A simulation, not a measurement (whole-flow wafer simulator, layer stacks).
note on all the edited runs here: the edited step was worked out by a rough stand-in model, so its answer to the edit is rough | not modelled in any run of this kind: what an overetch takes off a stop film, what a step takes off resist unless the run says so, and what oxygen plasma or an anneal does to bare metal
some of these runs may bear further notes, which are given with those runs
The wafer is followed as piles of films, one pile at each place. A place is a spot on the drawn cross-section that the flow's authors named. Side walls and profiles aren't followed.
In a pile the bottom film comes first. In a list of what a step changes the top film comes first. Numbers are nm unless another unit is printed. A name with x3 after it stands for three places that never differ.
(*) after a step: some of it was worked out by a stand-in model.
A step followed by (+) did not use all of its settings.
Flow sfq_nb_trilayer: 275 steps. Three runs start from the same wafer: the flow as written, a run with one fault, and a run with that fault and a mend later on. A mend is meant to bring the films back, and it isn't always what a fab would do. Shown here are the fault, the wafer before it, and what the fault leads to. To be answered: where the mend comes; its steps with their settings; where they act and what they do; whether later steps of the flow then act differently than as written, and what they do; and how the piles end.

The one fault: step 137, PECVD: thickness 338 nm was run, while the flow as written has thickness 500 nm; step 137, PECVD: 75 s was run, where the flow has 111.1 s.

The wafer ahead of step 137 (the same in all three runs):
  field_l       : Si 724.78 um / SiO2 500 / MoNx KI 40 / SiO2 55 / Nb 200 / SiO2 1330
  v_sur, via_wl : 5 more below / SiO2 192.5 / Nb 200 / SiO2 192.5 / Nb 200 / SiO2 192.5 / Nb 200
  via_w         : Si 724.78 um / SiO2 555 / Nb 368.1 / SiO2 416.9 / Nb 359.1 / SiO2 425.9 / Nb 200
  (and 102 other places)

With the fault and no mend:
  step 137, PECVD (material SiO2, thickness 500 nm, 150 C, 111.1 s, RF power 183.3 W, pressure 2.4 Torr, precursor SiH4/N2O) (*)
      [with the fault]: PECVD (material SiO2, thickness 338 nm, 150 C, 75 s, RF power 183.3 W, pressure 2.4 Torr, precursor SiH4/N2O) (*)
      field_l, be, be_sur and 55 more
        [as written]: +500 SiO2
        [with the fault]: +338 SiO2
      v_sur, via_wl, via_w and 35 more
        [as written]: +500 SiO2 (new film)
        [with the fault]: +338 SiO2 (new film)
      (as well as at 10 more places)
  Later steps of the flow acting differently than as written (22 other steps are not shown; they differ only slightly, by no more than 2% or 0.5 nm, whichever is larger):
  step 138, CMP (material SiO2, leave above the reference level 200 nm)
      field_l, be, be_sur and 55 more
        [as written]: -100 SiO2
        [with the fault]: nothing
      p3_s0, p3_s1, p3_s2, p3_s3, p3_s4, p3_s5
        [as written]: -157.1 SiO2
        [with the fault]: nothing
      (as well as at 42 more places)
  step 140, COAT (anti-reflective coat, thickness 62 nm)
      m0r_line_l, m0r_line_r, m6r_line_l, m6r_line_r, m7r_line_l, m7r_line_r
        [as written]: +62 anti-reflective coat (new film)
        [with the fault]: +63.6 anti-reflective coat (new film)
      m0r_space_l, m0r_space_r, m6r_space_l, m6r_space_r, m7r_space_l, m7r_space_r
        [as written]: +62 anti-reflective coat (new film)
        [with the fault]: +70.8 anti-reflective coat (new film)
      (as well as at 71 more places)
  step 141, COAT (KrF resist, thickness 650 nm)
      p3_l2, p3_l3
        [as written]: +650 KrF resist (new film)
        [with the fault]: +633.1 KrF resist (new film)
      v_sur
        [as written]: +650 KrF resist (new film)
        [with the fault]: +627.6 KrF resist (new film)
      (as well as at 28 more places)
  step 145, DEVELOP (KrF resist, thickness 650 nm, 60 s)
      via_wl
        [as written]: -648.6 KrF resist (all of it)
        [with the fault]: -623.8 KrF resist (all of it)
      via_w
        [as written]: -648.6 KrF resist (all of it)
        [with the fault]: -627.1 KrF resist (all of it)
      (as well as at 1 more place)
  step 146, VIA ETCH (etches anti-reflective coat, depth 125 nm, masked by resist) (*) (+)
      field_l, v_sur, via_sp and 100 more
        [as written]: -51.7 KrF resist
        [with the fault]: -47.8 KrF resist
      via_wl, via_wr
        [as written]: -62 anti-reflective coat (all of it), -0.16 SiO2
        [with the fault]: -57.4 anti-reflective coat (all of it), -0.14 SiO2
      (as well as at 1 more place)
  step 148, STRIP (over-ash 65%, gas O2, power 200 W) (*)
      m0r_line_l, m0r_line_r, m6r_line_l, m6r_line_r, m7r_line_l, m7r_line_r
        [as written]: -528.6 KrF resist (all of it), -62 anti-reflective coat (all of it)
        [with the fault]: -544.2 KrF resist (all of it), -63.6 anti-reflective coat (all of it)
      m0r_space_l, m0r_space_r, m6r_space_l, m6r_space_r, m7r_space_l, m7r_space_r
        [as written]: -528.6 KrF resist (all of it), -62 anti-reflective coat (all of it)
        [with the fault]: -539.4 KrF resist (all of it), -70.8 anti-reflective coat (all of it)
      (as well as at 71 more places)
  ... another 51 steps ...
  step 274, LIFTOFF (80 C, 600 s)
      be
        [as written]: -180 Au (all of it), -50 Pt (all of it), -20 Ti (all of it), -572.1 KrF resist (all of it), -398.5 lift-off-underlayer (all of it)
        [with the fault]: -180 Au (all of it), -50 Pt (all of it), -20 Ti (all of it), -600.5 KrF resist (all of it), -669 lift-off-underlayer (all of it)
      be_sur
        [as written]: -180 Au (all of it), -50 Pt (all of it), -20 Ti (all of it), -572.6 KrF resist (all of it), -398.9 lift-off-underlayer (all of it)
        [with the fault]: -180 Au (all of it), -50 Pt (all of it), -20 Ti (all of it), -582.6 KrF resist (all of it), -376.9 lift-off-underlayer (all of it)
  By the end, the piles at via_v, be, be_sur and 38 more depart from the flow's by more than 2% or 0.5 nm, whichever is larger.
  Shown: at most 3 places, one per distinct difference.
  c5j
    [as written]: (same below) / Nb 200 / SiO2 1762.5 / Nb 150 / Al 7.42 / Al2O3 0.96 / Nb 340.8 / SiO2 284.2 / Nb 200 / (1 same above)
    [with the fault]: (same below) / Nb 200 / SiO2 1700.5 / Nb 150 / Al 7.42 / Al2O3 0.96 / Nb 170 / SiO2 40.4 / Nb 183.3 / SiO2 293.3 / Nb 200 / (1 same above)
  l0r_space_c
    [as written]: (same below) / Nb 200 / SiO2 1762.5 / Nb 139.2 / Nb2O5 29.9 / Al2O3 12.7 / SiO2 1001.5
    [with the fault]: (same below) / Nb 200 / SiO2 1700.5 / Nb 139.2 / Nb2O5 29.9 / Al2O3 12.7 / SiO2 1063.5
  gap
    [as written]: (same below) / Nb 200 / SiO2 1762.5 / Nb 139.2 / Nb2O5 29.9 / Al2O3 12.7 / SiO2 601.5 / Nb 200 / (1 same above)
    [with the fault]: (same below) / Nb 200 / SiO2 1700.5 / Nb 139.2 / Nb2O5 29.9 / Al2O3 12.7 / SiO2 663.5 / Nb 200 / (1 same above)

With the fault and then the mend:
  After step 137 comes the mend.
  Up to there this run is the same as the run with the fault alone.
  step 137a, PECVD (material SiO2, thickness 162 nm, 150 C, 36 s, RF power 183.3 W, pressure 2.4 Torr, precursor SiH4/N2O) (*) (the flow's step 137, run once more with other settings)
      field_l, v_sur, via_wl and 99 more
        +162 SiO2
      lsp_r, l0_sur, l0v
        +159.5 SiO2
      via_v
        +152.2 SiO2
  Later steps of the flow acting differently than as written:
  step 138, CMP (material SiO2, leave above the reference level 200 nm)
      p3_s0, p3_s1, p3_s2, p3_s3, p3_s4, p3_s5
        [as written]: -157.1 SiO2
        [with the mend]: -100 SiO2
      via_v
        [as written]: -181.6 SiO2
        [with the mend]: -97.9 SiO2
  At every place that both follow, the piles at the end match the flow's.
